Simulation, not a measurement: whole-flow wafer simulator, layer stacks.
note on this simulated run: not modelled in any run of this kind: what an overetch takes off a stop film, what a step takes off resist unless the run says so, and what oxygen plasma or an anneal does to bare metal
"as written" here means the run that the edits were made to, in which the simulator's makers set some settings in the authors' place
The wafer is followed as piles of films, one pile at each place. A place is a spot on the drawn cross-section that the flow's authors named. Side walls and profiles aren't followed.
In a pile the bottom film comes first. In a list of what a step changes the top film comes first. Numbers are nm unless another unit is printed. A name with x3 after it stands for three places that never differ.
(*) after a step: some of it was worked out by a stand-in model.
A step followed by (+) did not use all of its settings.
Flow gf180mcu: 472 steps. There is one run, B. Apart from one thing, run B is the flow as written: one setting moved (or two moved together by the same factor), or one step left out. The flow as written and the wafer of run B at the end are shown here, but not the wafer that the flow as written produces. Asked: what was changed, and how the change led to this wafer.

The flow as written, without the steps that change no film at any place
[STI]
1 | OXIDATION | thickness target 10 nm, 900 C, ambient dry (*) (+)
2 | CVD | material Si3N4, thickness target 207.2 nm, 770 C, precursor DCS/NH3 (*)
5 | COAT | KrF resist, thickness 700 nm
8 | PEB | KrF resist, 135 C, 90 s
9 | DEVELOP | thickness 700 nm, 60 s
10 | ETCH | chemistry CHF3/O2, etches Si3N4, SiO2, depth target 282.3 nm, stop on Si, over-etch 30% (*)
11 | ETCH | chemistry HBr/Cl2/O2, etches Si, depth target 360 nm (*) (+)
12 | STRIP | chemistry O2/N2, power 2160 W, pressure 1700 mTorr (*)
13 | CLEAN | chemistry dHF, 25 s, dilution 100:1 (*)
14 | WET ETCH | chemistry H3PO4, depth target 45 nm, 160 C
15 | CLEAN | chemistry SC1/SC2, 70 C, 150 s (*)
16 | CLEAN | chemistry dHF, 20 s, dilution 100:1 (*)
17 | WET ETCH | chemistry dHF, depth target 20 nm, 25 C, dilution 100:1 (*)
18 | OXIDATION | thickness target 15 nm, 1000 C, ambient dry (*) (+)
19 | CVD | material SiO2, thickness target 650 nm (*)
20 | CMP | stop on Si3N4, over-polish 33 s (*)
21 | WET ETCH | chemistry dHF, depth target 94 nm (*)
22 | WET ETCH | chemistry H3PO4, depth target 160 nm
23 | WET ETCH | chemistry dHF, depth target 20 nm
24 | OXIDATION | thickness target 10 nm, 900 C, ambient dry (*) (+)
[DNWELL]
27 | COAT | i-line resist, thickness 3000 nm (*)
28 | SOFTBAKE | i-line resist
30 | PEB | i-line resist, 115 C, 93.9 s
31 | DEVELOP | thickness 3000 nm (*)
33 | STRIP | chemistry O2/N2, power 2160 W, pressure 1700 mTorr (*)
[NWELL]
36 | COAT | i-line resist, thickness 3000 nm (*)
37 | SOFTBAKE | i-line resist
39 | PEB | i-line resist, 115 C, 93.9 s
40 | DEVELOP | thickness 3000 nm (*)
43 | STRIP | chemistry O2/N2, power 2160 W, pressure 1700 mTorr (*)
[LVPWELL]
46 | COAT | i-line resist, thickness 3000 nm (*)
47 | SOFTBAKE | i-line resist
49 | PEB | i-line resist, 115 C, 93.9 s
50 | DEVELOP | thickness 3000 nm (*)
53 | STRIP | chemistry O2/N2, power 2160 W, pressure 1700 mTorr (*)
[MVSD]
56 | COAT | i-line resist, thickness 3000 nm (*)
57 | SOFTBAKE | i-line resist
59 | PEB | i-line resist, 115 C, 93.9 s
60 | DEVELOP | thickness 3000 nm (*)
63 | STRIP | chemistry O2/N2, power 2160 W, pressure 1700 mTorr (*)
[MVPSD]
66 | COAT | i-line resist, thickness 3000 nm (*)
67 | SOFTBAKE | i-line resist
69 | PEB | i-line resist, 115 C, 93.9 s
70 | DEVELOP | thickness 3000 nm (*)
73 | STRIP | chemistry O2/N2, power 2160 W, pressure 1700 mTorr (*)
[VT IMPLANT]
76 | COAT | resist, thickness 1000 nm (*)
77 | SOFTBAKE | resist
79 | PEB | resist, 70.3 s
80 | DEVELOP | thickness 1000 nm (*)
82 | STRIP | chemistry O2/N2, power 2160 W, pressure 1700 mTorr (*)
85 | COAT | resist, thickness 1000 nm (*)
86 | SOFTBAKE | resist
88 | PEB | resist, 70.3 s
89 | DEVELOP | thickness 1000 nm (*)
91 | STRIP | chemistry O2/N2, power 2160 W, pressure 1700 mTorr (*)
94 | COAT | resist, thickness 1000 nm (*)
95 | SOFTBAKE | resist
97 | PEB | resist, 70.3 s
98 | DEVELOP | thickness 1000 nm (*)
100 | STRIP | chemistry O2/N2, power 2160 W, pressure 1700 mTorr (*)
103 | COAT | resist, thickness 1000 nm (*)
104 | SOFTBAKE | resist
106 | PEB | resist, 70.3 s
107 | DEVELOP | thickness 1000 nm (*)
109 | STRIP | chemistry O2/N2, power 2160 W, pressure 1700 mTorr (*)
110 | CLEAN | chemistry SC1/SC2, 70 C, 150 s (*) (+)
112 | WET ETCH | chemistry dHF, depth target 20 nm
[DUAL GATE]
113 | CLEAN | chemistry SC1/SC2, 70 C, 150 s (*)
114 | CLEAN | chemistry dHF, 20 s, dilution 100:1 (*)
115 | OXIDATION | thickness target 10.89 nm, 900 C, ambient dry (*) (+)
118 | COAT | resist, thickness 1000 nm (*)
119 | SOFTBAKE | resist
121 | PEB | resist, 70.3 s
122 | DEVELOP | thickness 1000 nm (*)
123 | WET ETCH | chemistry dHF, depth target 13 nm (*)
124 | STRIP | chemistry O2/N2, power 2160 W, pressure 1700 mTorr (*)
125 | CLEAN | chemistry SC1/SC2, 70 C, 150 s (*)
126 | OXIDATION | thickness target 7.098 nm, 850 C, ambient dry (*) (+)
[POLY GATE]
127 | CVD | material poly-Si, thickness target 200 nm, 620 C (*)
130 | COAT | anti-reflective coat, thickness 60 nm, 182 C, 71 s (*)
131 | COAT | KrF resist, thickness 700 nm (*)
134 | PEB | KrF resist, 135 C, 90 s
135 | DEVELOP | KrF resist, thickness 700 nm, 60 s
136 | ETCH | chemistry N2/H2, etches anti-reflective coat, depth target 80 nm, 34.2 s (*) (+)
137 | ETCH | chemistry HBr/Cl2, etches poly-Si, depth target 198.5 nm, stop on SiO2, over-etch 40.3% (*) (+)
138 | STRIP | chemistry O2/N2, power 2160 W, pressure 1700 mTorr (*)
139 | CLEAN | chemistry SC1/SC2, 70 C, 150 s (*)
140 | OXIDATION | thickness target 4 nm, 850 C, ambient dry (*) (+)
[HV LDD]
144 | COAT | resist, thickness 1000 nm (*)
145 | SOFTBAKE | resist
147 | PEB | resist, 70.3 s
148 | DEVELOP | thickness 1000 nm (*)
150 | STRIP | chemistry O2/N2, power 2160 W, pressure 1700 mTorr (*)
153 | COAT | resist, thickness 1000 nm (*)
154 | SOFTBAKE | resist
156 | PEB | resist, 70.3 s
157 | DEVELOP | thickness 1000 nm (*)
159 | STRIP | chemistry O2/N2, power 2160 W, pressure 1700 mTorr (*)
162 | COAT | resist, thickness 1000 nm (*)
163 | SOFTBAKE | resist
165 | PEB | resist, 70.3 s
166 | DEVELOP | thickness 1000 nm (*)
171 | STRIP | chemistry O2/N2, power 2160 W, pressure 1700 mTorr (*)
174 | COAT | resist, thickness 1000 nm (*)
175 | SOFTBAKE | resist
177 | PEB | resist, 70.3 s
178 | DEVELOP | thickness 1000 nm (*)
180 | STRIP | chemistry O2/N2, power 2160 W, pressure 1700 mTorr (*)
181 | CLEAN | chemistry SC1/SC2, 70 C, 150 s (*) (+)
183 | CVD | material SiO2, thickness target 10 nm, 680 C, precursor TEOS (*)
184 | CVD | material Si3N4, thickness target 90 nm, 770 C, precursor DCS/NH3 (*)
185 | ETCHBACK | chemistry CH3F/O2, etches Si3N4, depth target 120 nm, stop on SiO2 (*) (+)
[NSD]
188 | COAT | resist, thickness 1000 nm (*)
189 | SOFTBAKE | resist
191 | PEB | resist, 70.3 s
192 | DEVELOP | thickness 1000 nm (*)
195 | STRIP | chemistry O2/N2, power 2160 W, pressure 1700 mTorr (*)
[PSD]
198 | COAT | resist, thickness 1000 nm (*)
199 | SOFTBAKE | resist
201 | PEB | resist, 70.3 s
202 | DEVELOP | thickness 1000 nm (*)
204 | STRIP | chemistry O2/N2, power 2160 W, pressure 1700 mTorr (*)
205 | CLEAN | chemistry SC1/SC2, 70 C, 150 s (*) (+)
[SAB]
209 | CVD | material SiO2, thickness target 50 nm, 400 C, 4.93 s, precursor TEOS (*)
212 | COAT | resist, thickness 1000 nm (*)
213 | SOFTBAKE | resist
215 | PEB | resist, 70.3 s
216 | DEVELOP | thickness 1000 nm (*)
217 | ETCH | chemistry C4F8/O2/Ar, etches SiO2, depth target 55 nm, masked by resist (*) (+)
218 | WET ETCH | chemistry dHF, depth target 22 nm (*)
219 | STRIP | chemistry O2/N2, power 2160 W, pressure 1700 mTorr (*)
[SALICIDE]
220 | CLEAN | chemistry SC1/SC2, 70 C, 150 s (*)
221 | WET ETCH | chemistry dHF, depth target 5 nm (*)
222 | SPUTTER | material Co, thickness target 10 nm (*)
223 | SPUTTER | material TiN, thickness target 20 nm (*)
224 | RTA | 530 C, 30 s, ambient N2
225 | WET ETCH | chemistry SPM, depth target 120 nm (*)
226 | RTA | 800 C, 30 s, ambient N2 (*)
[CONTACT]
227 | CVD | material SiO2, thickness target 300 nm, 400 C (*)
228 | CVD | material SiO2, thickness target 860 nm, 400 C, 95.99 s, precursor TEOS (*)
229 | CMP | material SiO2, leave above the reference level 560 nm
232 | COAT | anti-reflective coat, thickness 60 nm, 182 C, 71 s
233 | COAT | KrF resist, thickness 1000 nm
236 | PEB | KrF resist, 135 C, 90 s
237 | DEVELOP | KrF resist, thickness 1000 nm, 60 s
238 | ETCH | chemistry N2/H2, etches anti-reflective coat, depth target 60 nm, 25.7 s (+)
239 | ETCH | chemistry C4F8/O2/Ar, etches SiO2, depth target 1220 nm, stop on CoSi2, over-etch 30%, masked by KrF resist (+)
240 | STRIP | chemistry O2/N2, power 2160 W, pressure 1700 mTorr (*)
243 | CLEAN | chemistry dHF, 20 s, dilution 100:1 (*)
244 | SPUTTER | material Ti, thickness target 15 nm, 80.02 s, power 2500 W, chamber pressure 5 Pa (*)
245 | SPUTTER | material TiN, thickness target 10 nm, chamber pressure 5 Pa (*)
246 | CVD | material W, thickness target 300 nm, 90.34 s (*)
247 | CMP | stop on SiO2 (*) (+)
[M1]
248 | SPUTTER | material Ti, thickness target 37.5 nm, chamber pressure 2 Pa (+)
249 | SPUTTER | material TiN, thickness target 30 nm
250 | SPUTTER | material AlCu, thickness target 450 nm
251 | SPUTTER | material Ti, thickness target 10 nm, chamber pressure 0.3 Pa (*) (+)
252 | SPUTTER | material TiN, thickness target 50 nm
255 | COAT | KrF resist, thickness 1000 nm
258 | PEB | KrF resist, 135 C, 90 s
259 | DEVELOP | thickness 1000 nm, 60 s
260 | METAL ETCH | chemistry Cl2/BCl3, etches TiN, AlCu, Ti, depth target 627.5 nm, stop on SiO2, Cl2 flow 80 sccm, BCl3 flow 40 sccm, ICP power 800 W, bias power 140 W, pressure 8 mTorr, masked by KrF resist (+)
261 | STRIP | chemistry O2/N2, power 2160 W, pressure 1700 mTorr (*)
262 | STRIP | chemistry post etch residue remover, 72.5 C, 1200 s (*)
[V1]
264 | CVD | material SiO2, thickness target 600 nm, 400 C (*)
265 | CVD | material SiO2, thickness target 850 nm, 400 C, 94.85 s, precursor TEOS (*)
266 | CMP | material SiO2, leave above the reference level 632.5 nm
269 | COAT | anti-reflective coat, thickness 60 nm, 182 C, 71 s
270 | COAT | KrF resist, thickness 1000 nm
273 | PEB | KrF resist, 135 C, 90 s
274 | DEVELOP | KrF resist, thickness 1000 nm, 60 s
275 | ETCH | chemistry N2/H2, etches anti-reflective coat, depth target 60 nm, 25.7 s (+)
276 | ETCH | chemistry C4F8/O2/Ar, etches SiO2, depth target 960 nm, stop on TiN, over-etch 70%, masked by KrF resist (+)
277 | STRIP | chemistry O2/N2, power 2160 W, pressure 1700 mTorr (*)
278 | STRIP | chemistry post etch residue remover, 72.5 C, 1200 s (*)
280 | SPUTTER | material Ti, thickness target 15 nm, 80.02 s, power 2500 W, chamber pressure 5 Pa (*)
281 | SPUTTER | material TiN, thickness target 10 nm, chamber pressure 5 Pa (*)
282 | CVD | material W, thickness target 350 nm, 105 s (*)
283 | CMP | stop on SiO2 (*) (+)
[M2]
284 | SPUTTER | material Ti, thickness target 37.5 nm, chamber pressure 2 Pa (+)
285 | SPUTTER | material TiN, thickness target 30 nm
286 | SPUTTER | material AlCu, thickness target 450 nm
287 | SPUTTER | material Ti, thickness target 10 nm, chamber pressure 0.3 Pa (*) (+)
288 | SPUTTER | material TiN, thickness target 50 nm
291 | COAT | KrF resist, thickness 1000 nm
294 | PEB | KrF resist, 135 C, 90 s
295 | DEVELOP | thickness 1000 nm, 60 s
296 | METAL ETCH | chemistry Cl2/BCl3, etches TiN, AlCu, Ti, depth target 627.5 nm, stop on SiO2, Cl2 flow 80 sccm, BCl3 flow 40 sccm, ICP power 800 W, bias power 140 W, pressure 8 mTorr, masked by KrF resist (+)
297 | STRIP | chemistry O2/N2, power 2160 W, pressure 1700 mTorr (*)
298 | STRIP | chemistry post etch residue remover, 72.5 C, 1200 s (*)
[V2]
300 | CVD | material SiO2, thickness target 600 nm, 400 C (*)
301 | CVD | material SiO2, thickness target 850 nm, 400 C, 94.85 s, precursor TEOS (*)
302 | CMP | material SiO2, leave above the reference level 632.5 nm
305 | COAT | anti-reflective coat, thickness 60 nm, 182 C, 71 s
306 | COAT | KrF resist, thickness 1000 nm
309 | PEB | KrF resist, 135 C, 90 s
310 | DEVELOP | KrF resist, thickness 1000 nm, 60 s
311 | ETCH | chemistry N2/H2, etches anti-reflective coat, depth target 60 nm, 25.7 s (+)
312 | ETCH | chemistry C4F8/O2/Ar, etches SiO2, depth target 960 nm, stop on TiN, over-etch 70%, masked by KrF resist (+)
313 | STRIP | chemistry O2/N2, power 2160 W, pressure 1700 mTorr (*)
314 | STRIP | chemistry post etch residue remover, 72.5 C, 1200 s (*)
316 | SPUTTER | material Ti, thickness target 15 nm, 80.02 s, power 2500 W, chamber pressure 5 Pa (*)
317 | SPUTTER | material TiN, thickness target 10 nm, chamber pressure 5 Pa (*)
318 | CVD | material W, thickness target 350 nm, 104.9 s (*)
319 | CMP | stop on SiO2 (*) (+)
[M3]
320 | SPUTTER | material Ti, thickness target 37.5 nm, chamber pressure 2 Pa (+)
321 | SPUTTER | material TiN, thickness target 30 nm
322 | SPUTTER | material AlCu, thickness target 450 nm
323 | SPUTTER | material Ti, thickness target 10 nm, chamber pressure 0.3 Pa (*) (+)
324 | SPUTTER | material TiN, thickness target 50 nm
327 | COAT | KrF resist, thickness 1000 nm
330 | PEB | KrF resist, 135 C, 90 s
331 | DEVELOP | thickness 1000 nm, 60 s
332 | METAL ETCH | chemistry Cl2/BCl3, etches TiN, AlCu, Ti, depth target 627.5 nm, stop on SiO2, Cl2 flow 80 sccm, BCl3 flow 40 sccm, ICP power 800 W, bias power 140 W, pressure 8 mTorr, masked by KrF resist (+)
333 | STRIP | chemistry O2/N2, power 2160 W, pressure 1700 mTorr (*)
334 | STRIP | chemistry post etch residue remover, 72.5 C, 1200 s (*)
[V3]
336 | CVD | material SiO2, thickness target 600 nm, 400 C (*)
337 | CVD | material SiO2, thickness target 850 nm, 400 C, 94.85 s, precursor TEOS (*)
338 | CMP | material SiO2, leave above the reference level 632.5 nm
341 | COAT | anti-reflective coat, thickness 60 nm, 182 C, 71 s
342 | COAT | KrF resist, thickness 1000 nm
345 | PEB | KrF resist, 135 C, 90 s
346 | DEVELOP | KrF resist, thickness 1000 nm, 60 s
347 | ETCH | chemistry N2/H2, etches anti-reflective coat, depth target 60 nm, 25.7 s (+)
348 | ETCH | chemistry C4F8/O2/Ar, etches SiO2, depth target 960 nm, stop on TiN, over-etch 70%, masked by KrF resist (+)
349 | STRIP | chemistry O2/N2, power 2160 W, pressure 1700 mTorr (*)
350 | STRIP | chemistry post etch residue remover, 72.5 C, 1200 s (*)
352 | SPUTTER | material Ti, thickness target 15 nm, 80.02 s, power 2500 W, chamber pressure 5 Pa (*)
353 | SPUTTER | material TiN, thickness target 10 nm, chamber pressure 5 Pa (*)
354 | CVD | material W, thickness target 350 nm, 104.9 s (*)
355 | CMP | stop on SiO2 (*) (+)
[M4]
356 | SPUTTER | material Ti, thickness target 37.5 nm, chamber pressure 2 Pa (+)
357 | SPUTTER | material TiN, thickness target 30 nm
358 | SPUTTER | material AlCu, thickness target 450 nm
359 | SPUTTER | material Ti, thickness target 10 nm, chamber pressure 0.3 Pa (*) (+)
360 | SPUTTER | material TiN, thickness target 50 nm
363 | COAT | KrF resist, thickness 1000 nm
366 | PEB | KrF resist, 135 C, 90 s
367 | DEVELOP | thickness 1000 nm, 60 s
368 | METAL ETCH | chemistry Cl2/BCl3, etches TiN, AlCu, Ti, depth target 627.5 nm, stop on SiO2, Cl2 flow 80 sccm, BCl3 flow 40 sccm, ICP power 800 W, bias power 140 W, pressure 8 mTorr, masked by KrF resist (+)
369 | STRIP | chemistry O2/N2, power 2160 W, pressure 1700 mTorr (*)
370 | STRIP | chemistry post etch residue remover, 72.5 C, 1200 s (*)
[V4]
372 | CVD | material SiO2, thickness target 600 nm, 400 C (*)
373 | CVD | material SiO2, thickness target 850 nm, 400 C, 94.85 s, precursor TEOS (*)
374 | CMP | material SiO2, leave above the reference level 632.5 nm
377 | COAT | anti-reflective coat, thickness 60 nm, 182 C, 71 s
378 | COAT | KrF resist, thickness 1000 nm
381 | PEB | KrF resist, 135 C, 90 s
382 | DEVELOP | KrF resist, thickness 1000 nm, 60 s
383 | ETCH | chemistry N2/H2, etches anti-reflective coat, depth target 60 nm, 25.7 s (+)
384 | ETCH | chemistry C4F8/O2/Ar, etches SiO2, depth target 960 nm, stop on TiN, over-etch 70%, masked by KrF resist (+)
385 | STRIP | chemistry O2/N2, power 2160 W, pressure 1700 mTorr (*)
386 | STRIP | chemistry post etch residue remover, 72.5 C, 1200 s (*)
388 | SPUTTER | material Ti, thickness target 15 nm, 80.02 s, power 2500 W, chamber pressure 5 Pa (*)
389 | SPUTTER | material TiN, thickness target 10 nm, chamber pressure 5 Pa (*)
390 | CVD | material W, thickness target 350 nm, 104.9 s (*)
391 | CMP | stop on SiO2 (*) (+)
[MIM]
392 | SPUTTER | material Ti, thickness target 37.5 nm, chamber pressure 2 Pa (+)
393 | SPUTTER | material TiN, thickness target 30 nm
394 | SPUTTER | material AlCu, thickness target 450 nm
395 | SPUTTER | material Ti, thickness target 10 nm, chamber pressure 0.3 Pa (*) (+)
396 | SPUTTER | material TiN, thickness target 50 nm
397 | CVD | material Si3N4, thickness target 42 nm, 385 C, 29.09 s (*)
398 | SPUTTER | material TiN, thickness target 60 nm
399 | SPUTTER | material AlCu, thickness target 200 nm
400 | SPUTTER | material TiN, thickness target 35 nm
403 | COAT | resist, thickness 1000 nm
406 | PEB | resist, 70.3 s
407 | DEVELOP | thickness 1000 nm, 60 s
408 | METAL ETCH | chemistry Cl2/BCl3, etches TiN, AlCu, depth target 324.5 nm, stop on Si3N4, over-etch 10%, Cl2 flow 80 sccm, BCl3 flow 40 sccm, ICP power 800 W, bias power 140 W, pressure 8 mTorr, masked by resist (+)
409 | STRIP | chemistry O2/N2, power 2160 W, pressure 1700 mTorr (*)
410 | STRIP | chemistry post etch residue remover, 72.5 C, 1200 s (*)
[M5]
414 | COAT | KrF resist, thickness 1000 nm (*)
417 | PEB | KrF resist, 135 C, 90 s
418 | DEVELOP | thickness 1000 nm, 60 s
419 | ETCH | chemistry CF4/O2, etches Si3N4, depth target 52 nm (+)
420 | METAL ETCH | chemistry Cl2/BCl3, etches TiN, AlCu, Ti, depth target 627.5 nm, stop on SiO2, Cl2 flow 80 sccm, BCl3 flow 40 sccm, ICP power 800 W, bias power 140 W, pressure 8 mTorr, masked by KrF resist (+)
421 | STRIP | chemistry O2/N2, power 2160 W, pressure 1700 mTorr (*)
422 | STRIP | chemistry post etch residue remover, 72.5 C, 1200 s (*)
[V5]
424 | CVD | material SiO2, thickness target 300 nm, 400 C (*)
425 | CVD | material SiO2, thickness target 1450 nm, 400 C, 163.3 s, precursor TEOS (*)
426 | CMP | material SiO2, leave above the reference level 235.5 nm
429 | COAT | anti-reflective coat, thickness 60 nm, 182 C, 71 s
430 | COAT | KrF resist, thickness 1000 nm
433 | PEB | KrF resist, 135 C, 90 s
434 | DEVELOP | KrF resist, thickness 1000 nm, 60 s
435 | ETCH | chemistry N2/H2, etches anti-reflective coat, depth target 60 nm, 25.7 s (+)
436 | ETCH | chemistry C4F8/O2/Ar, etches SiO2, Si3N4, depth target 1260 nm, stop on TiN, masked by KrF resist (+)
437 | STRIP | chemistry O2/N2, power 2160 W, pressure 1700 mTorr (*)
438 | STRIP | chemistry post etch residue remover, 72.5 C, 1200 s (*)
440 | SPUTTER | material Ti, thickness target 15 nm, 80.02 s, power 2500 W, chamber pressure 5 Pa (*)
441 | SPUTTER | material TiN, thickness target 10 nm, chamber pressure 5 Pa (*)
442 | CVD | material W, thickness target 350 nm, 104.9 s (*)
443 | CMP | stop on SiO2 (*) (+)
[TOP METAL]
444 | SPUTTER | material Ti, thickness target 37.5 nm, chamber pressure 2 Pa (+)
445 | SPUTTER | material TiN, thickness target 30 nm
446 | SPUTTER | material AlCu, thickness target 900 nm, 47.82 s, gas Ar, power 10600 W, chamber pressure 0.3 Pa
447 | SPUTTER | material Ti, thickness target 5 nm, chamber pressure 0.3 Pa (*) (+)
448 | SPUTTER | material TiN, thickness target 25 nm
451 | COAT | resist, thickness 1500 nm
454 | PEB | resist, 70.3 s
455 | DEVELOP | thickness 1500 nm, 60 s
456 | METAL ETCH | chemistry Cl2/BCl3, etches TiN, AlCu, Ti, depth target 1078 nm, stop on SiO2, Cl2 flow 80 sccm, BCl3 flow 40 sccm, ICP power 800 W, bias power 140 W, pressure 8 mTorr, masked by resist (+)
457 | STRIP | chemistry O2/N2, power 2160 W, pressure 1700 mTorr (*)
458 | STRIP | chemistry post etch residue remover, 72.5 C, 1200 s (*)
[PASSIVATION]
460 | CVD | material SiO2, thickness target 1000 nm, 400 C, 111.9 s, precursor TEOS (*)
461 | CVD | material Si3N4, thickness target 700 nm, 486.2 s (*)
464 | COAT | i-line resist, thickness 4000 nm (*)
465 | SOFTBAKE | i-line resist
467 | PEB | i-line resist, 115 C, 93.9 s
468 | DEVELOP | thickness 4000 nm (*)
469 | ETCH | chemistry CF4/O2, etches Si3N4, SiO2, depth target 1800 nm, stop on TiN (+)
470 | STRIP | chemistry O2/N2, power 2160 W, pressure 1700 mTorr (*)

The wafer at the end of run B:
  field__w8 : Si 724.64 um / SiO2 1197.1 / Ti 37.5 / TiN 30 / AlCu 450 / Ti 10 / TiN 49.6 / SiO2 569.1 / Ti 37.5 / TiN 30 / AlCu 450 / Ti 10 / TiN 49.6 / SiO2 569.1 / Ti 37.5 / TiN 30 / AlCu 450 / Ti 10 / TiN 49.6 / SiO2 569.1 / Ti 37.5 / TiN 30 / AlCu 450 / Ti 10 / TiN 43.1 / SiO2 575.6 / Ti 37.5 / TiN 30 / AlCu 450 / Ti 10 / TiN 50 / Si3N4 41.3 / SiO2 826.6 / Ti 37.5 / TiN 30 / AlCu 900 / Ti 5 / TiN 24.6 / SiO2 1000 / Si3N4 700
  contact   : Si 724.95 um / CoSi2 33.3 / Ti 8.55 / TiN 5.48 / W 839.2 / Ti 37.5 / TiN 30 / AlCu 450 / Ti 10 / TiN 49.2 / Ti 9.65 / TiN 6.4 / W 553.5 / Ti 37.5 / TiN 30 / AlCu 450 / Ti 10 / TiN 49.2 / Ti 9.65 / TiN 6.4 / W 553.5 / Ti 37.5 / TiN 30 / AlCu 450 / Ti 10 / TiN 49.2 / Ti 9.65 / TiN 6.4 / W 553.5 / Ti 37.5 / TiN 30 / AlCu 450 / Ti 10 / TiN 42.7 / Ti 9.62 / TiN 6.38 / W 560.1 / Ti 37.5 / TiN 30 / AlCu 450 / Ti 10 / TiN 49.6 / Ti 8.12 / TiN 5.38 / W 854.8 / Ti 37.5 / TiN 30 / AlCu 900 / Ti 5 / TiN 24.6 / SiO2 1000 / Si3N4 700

The reason: step 360, SPUTTER: thickness target 43.5 nm was run, whereas the flow has thickness target 50 nm.

Step by step, how the change led to this:
  360 | SPUTTER | material TiN, thickness target 50 nm
      field, field__w1, field__w2 and 108 more: +43.5 TiN (new film) (as written it would have been: +50 TiN (new film))
  368 | METAL ETCH | chemistry Cl2/BCl3, etches TiN, AlCu, Ti, depth target 627.5 nm, stop on SiO2, Cl2 flow 80 sccm, BCl3 flow 40 sccm, ICP power 800 W, bias power 140 W, pressure 8 mTorr, masked by KrF resist (+)
      field, field__w1, field__w2 and 103 more: -43.5 TiN (all of it), -10 Ti (all of it), -450 AlCu (all of it), -30 TiN (all of it), -37.5 Ti (all of it) (as written it would have been: -50 TiN (all of it), -10 Ti (all of it), -450 AlCu (all of it), -30 TiN (all of it), -37.5 Ti (all of it))
